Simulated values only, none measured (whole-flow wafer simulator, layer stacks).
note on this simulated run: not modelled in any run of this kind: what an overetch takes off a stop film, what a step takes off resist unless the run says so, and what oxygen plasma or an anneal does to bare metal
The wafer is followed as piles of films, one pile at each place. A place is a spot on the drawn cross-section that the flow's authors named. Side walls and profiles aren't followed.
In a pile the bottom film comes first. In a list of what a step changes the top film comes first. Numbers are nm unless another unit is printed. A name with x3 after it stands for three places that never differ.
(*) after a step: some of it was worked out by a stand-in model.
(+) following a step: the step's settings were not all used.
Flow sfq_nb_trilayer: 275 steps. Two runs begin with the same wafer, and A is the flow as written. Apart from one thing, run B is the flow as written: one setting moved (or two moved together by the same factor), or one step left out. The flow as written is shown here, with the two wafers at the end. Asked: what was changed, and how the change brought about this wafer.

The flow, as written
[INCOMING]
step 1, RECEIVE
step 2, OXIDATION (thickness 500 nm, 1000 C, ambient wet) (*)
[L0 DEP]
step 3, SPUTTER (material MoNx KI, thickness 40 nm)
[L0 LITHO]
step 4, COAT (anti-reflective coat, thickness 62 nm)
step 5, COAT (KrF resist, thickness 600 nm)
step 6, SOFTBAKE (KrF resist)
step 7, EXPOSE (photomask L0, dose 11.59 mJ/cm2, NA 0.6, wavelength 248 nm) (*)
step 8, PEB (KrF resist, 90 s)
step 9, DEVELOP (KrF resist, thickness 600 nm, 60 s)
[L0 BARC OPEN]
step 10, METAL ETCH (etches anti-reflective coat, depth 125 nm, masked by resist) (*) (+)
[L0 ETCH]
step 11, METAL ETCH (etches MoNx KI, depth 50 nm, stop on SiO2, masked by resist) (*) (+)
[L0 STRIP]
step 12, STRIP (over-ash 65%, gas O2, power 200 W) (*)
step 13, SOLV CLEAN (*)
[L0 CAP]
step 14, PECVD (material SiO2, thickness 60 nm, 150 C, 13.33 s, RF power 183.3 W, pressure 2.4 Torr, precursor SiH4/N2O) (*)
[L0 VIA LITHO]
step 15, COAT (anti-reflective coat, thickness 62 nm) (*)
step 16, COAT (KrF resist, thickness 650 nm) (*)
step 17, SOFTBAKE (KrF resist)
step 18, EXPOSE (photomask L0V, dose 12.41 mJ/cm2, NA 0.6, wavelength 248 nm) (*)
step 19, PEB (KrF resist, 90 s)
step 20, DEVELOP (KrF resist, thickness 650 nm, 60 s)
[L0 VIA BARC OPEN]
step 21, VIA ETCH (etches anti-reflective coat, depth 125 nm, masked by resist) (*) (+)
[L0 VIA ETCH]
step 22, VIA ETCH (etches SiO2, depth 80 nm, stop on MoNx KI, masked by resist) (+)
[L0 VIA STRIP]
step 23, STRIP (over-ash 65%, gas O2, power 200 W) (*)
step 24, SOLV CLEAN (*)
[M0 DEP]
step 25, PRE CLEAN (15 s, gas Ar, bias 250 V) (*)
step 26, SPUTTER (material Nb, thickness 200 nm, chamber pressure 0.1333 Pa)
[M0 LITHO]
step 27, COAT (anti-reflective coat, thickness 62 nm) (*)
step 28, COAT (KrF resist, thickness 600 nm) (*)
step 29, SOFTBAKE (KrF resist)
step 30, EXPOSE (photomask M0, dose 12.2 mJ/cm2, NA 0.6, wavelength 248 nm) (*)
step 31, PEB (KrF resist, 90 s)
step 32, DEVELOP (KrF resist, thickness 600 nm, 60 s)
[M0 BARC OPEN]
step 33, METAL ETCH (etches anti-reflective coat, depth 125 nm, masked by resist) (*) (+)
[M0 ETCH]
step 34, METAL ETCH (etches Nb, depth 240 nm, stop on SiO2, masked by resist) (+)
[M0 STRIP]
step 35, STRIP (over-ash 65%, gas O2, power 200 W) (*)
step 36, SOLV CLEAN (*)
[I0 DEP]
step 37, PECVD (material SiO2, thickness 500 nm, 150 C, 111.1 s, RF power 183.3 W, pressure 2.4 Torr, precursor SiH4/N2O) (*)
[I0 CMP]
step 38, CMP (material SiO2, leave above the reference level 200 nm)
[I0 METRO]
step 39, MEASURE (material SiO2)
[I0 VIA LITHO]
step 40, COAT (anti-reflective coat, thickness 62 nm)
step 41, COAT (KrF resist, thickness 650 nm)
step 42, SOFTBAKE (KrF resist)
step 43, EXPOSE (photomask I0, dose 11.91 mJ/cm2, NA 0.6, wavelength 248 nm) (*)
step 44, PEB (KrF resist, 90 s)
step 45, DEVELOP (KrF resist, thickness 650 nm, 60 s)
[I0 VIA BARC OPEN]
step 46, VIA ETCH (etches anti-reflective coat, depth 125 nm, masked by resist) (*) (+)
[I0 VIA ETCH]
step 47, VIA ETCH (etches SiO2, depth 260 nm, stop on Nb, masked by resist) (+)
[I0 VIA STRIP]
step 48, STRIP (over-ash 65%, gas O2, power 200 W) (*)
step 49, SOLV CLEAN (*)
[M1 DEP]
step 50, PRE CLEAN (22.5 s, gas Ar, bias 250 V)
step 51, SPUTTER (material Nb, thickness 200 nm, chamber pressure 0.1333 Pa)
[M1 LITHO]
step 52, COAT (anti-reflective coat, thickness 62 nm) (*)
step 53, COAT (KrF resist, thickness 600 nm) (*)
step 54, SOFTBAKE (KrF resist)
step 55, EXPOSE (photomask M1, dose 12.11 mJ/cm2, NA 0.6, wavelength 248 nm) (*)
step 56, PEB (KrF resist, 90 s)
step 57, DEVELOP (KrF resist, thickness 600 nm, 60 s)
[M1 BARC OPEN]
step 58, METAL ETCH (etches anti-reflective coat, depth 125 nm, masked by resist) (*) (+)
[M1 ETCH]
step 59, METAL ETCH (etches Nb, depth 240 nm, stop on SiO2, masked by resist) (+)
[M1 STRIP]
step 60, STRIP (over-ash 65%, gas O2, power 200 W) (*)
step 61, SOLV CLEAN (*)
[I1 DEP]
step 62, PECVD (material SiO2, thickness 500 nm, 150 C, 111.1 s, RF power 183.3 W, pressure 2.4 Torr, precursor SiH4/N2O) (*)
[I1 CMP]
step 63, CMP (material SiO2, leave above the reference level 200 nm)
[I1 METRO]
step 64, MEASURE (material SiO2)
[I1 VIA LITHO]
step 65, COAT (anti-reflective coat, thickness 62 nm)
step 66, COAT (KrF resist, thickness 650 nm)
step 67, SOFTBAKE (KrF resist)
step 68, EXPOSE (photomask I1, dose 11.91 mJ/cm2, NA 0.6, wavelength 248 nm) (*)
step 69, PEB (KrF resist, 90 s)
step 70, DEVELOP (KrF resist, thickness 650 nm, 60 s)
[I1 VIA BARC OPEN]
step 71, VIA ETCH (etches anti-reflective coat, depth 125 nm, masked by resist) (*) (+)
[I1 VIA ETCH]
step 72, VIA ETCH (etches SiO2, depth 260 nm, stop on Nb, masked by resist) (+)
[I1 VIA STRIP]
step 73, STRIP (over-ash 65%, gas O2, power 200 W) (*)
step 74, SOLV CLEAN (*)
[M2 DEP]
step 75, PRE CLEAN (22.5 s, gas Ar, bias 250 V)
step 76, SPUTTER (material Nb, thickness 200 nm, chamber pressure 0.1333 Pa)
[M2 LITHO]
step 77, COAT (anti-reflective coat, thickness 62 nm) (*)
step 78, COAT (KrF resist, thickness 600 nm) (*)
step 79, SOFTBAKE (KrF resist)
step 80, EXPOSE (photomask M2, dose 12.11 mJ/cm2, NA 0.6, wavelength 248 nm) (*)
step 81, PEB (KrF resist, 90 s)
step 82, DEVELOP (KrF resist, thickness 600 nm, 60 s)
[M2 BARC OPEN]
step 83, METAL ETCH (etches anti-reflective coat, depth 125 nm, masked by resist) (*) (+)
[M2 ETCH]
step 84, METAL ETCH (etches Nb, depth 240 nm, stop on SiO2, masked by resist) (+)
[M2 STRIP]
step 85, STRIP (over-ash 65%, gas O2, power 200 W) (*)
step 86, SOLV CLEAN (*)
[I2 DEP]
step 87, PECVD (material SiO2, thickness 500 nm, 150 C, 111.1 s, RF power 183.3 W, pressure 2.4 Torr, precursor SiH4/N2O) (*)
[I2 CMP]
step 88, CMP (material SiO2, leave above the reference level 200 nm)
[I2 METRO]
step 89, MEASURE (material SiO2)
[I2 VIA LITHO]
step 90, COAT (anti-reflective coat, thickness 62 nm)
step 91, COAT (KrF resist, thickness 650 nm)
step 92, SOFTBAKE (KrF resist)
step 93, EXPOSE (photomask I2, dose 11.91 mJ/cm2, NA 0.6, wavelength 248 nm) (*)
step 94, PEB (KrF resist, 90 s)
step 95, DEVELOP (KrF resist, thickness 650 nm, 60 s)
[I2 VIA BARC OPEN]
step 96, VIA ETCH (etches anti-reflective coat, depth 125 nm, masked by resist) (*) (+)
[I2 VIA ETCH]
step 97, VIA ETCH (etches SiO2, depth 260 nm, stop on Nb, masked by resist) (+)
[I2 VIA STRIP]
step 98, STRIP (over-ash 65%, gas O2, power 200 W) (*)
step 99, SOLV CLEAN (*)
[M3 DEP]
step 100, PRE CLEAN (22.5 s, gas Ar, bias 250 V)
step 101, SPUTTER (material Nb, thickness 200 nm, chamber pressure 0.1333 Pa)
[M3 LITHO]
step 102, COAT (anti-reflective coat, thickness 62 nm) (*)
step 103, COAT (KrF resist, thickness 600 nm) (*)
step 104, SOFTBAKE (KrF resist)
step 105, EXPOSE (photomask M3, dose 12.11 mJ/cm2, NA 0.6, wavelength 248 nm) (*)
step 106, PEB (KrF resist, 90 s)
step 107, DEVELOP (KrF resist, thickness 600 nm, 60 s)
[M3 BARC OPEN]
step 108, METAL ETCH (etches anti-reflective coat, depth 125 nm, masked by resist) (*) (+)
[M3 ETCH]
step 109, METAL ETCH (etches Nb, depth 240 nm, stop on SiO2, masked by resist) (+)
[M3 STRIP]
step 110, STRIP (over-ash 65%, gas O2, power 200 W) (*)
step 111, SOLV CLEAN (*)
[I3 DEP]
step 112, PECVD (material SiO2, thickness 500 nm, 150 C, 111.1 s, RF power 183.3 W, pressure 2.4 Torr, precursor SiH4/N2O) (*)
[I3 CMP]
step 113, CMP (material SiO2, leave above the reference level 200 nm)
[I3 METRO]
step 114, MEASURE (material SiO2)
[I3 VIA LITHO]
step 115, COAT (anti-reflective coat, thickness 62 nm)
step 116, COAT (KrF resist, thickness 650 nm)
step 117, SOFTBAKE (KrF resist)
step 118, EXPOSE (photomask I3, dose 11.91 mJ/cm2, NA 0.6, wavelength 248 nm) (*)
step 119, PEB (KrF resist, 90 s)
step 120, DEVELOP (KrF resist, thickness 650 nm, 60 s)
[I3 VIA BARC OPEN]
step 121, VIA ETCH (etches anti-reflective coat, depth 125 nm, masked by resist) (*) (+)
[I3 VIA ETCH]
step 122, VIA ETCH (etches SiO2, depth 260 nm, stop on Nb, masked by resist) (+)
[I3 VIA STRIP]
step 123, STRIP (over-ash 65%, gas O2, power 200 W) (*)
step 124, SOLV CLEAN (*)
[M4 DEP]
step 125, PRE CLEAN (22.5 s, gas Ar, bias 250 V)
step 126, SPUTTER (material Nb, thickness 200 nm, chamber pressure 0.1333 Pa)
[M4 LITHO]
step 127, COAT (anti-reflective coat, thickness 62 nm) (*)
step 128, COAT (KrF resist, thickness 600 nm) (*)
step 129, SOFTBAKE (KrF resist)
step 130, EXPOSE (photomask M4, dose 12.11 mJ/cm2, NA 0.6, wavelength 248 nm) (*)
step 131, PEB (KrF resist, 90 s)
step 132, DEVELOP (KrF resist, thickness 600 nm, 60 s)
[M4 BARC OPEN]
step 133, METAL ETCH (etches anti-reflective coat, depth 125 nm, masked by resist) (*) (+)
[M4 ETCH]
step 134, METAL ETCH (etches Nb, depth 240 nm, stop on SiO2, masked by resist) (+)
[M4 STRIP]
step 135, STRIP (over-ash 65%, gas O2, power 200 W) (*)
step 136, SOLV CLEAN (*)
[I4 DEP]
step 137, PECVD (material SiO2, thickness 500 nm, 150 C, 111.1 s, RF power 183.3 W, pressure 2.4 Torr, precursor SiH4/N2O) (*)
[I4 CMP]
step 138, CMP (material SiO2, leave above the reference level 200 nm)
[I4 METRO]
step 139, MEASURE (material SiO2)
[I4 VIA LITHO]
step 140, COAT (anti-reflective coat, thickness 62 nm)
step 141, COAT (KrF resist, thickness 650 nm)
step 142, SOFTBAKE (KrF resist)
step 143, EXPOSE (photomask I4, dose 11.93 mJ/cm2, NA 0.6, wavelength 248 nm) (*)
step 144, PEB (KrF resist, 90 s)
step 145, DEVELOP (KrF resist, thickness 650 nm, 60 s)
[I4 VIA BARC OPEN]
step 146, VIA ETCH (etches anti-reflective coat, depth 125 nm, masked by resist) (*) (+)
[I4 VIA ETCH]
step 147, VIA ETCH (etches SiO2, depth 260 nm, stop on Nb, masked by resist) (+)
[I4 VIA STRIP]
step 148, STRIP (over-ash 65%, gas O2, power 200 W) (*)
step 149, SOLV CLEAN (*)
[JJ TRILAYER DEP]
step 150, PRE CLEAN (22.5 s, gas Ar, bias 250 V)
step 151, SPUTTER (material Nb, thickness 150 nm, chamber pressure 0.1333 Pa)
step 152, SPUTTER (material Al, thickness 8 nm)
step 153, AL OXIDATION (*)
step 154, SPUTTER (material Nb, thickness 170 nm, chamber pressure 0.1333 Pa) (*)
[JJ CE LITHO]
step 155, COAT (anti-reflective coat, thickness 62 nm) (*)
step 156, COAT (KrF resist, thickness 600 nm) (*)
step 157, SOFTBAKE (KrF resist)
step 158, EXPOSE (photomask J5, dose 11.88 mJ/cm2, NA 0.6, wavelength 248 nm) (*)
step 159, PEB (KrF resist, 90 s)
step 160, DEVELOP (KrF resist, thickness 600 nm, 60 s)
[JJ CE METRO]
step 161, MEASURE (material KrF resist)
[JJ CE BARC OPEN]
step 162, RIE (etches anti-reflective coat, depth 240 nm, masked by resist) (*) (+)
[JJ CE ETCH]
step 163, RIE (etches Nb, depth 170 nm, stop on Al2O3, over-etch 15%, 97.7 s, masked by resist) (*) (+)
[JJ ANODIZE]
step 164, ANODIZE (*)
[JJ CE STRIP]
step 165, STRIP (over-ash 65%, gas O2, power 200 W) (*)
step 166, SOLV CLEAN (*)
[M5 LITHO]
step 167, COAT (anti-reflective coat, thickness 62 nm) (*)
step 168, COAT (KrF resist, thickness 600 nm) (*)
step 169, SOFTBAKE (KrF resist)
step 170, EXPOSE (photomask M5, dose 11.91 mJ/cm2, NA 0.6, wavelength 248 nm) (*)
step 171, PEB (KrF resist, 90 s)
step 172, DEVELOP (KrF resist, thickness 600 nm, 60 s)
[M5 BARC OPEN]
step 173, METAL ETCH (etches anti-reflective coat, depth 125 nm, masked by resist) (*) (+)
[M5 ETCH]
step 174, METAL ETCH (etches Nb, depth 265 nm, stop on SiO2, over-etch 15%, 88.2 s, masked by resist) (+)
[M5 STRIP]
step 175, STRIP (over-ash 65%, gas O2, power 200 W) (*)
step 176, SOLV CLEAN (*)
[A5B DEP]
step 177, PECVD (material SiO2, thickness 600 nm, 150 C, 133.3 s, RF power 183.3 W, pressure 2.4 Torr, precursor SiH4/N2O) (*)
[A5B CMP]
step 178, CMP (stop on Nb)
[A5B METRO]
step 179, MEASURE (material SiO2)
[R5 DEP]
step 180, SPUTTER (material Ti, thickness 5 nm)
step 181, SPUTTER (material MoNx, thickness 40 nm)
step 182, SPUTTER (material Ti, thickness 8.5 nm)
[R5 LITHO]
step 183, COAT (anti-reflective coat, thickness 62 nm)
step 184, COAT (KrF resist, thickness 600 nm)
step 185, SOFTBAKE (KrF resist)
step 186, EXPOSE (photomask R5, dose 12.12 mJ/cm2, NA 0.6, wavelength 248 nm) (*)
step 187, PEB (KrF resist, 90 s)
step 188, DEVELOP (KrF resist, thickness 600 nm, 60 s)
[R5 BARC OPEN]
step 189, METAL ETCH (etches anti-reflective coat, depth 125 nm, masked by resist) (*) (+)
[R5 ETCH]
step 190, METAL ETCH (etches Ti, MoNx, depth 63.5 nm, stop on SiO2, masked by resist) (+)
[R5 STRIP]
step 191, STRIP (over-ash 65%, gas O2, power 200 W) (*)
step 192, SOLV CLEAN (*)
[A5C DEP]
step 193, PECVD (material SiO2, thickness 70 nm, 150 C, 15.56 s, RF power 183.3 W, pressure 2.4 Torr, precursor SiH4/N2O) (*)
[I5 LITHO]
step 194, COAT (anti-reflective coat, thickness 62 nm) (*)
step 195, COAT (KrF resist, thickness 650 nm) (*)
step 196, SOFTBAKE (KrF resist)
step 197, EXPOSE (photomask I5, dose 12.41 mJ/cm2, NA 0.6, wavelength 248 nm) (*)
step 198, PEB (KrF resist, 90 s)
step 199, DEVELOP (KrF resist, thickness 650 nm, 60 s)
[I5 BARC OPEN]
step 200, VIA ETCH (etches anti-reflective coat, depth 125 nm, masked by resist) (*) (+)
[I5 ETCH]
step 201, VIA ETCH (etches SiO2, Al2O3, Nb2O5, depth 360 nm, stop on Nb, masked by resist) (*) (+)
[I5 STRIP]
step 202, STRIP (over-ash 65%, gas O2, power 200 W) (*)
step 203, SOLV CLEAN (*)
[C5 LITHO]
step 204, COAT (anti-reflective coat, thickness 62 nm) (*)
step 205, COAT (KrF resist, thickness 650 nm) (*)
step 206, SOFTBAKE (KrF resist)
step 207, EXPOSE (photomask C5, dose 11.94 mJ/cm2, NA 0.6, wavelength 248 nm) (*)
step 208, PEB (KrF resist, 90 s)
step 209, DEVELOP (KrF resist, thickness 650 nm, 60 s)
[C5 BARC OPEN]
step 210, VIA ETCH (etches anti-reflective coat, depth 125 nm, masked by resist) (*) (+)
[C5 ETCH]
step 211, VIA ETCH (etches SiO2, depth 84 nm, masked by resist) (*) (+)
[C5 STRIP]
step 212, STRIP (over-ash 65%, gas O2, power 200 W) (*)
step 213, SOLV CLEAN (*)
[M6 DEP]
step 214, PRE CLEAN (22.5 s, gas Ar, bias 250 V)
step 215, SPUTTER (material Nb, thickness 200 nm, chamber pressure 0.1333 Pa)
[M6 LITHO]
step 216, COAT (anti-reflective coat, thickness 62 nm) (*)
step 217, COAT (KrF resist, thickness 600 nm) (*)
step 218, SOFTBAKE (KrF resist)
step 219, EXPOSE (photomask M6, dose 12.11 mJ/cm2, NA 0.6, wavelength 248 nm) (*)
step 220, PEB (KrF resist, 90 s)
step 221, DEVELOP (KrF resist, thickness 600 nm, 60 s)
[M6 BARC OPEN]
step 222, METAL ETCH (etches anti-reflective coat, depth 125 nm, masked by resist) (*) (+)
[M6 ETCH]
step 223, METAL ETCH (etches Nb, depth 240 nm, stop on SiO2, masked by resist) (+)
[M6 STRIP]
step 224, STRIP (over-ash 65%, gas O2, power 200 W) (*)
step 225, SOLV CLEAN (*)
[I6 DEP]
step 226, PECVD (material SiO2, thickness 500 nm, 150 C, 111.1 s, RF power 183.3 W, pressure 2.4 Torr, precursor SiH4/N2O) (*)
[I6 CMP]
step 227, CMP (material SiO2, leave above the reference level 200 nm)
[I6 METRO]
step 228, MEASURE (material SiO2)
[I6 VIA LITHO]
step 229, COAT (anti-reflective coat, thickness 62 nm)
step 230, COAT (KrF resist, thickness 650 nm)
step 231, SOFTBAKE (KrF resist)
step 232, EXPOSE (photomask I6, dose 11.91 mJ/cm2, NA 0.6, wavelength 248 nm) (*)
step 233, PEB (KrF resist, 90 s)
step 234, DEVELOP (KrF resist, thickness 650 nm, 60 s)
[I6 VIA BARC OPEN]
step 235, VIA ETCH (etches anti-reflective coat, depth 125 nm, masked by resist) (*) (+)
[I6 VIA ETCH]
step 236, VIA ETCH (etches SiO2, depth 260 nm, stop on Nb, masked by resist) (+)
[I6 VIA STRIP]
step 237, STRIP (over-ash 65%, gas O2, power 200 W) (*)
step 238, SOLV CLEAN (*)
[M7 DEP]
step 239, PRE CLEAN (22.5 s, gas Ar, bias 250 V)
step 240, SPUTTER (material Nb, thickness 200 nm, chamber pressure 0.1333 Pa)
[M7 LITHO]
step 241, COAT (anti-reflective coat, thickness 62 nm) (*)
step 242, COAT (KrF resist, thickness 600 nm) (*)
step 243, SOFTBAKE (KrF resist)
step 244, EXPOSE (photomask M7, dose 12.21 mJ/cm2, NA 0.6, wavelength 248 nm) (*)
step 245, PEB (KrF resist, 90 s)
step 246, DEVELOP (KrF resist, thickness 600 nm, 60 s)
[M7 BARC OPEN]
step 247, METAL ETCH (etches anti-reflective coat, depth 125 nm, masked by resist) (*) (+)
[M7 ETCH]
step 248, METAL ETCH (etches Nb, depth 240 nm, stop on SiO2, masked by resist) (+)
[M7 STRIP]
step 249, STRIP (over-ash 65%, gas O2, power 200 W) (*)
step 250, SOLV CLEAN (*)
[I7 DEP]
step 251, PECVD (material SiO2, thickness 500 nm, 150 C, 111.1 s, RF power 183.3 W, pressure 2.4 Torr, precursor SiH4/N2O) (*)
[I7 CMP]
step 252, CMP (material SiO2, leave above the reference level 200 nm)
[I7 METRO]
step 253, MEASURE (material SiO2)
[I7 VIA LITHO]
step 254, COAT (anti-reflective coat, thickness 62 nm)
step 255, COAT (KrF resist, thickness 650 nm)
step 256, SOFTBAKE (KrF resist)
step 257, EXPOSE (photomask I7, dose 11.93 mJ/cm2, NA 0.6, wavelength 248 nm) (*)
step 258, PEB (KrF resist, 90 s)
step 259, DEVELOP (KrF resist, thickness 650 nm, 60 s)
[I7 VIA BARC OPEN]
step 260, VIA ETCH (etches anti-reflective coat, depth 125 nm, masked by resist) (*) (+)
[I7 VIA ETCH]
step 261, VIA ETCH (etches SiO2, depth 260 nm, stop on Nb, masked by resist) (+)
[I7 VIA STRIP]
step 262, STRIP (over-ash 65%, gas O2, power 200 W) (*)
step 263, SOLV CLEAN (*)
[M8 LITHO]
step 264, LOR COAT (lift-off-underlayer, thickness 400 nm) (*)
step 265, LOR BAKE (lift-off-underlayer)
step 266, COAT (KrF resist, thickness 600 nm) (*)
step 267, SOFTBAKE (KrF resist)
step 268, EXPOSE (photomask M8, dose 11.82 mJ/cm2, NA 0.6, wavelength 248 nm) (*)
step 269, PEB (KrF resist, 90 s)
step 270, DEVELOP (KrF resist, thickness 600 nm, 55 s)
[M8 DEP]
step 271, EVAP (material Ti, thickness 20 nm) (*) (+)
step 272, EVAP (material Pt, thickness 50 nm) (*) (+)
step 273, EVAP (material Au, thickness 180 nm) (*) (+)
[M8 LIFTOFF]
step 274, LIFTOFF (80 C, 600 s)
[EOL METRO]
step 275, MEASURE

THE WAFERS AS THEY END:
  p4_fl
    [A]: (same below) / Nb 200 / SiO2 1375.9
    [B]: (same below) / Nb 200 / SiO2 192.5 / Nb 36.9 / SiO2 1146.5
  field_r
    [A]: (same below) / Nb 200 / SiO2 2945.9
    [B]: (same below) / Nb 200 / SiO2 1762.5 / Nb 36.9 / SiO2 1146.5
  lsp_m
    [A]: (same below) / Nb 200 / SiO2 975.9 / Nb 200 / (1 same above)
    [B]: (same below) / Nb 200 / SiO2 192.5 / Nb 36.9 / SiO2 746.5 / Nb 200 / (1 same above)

What caused this: step 174, METAL ETCH: depth 126 nm was run, whereas the flow has depth 265 nm; step 174, METAL ETCH: 41.9 s was run, where the flow has 88.2 s.

How this came from the change, step by step:
  step 174, METAL ETCH (etches Nb, depth 265 nm, stop on SiO2, over-etch 15%, 88.2 s, masked by resist) (+)
      field_l, r_sur, res and 50 more: A -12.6 Al2O3 (all of it), -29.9 Nb2O5 (all of it), -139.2 Nb (all of it), -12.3 SiO2 | B -12.6 Al2O3 (all of it), -29.9 Nb2O5 (all of it), -102.3 Nb
      v_sur, via_wl, via_w and 40 more: A -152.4 KrF resist | B -72.5 KrF resist
      (and at 10 other places as well)
  step 175, STRIP (over-ash 65%, gas O2, power 200 W) (*)
      l0r_line_l, l0r_line_c, l0r_space_c and 27 more: A -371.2 KrF resist (all of it), -62 anti-reflective coat (all of it) | B -451.1 KrF resist (all of it), -62 anti-reflective coat (all of it)
      v_sur: A -349.2 KrF resist (all of it), -44.9 anti-reflective coat (all of it) | B -429.1 KrF resist (all of it), -44.9 anti-reflective coat (all of it)
      (and at 22 other places as well)
  step 177, PECVD (material SiO2, thickness 600 nm, 150 C, 133.3 s, RF power 183.3 W, pressure 2.4 Torr, precursor SiH4/N2O) (*)
      field_l, p4_fl, p4_fm and 39 more: A +600 SiO2 | B +600 SiO2 (new film)
      r_sur, res, r_end, moat, field_r, lsp_l: A +592.9 SiO2 | B +600 SiO2 (new film)
      (and at 5 other places as well)
  step 178, CMP (stop on Nb)
      field_l, p4_fl, p4_fm and 39 more: A -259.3 SiO2 | B -308.5 SiO2
      r_sur, res, r_end, moat, field_r, lsp_l: A -252.3 SiO2 | B -308.5 SiO2
      (and at 5 other places as well)
With metal films that touch counted as one body, p4_fl has 3 bodies (between them, from the top down: SiO2 192.5; SiO2 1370); the flow as written gives 2 bodies (between them, from the top down: SiO2 1370).
With metal films that touch counted as one body, field_r has 2 bodies (between them, from the top down: SiO2 1762.5); the flow as written gives 1 body.
With metal films that touch counted as one body, lsp_m has 4 bodies (between them, from the top down: SiO2 746.5; SiO2 192.5; SiO2 1370); the flow as written gives 3 bodies (between them, from the top down: SiO2 975.9; SiO2 1370).
